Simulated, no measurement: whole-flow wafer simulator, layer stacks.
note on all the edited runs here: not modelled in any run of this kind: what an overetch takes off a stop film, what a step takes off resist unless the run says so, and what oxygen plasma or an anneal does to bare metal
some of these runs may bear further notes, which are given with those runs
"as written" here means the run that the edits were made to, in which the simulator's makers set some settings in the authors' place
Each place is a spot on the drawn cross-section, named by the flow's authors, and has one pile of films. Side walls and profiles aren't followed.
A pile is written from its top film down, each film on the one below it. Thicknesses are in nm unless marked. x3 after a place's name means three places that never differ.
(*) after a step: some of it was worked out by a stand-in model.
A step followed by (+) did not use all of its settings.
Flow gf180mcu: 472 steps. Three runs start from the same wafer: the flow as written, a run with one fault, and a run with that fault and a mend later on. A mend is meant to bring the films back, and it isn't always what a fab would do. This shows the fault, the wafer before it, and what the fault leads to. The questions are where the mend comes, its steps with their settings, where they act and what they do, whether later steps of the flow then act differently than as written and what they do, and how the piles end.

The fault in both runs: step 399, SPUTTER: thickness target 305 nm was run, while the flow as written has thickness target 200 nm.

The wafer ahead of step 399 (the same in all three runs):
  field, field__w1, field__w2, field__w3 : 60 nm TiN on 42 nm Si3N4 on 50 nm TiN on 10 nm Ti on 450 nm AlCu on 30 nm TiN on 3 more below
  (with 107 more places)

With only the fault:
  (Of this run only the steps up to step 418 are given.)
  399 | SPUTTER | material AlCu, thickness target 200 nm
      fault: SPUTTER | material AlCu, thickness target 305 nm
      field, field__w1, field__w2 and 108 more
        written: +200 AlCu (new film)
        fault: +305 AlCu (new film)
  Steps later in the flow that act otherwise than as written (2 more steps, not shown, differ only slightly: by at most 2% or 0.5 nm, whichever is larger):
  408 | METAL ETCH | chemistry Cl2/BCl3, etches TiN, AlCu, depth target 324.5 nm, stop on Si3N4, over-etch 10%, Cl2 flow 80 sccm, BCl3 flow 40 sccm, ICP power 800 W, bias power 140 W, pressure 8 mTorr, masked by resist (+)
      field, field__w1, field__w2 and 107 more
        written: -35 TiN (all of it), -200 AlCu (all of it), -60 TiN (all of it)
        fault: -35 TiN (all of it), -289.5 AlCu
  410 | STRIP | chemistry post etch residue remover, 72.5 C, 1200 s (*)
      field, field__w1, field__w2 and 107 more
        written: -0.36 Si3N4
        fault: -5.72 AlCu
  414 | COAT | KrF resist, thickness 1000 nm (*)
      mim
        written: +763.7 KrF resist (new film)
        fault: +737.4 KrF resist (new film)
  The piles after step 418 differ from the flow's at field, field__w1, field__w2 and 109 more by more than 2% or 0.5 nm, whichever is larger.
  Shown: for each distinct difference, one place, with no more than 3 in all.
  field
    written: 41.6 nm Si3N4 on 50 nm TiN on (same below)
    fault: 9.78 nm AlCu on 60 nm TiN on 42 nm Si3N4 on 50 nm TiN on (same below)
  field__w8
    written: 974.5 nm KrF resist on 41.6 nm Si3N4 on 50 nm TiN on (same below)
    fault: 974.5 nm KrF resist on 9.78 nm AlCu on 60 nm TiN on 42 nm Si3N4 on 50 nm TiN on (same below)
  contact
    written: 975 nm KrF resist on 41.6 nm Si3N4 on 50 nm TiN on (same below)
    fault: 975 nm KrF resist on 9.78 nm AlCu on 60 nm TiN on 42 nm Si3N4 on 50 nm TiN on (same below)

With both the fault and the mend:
  The mend stands after step 399.
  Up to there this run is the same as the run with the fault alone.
  399a | METAL ETCH | chemistry Cl2/BCl3, etches TiN, AlCu, Ti, depth target 105 nm, Cl2 flow 80 sccm, BCl3 flow 40 sccm, ICP power 800 W, bias power 140 W, pressure 8 mTorr (a further turn of the flow's step 260, with different settings)
      field, field__w1, field__w2 and 108 more
        -105 AlCu
  Later steps of the flow that are run all act as written at every place that is followed.
  By the end, the piles equal the flow's at every place that both follow.
